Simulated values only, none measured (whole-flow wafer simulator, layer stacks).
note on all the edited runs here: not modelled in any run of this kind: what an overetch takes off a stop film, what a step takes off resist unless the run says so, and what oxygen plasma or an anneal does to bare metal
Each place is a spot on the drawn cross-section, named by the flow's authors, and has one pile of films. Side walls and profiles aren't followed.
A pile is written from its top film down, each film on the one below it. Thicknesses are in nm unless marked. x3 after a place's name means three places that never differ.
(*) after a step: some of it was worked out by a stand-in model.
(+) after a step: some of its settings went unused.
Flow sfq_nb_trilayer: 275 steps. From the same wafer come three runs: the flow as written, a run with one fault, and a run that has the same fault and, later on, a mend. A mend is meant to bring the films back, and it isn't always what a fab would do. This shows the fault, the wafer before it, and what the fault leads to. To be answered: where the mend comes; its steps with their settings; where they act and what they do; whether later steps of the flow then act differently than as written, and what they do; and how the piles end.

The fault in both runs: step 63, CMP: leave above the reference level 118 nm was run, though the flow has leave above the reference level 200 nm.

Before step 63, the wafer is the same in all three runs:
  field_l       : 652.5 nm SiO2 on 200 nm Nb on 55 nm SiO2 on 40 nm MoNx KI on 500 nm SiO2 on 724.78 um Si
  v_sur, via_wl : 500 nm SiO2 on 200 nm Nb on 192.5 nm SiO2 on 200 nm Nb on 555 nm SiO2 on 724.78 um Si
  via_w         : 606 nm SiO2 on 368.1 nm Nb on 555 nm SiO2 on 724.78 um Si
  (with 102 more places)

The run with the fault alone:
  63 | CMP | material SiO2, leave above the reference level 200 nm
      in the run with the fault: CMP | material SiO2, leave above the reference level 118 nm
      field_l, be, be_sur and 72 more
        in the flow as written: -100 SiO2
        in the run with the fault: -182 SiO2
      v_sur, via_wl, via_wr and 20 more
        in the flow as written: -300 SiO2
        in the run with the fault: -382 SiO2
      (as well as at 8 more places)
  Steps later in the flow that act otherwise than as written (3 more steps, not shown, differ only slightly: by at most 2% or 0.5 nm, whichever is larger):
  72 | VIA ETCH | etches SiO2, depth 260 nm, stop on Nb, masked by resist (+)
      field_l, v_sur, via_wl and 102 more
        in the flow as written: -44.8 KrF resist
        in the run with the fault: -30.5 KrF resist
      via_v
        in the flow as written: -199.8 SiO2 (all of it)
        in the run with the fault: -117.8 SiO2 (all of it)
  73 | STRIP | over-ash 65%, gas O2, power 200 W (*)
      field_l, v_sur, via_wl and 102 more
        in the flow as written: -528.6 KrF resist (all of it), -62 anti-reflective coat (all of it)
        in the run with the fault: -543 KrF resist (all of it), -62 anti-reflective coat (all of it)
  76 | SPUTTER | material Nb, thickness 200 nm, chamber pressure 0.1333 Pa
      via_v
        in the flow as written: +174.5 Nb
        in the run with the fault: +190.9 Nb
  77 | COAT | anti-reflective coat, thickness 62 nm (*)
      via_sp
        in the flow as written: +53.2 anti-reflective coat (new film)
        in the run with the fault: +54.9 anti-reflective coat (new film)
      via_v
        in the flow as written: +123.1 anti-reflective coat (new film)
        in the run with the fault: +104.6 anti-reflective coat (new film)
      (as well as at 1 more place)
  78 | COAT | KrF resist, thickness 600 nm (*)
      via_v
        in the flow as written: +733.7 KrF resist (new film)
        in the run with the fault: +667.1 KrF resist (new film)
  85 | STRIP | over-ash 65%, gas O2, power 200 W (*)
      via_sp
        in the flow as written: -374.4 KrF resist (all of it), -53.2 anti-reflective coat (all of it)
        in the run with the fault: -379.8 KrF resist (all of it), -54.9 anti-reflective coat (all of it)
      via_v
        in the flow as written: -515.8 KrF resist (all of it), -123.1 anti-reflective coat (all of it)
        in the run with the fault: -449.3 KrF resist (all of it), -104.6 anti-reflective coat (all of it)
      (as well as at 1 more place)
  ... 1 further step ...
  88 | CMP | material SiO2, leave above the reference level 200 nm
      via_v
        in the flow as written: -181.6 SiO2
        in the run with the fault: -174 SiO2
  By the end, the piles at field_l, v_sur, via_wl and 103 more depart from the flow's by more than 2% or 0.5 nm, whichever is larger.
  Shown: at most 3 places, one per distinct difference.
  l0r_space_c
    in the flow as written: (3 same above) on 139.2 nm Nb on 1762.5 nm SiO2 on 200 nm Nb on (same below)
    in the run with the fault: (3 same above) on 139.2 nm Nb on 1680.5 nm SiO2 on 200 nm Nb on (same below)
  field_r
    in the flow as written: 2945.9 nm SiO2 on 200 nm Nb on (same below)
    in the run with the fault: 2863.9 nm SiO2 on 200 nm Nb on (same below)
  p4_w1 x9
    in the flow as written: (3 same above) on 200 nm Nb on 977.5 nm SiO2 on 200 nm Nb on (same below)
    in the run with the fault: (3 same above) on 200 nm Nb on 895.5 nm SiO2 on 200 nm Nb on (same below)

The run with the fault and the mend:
  The mend follows step 70.
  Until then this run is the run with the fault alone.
  70a | STRIP | over-ash 65%, gas O2, power 200 W (*)
      field_l, v_sur, via_wl and 102 more
        -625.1 KrF resist (all of it), -62 anti-reflective coat (all of it)
      via_v
        -62 anti-reflective coat (all of it)
  70b | PECVD | material SiO2, thickness 82 nm, 150 C, 18.22 s, RF power 183.3 W, pressure 2.4 Torr, precursor SiH4/N2O (a further turn of the flow's step 62, with different settings)
      field_l, v_sur, via_wl and 103 more
        +82 SiO2
  70c | COAT | anti-reflective coat, thickness 62 nm (a further turn of the flow's step 65)
      field_l, v_sur, via_wl and 103 more
        +62 anti-reflective coat (new film)
  70d | COAT | KrF resist, thickness 650 nm (a further turn of the flow's step 66)
      field_l, v_sur, via_wl and 103 more
        +650 KrF resist (new film)
  70e | SOFTBAKE | KrF resist (a further turn of the flow's step 67)
      leaves every film unchanged at each place that is followed
  70f | EXPOSE | photomask I1, dose 11.91 mJ/cm2, NA 0.6, wavelength 248 nm (*) (a further turn of the flow's step 68)
      leaves every film unchanged at each place that is followed
  70g | PEB | KrF resist, 90 s (a further turn of the flow's step 69)
      field_l, v_sur, via_wl and 103 more
        -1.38 KrF resist
  70h | DEVELOP | KrF resist, thickness 650 nm, 60 s (a further turn of the flow's step 70)
      field_l, v_sur, via_wl and 102 more
        -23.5 KrF resist
      via_v
        -648.6 KrF resist (all of it)
  None of the later steps of the flow differs from how it acts as written, at any place that is followed, by more than 2% or 0.5 nm, whichever is larger.
  The piles end only slightly different from the flow's at the places that both follow, by no more than 2% or 0.5 nm, whichever is larger.
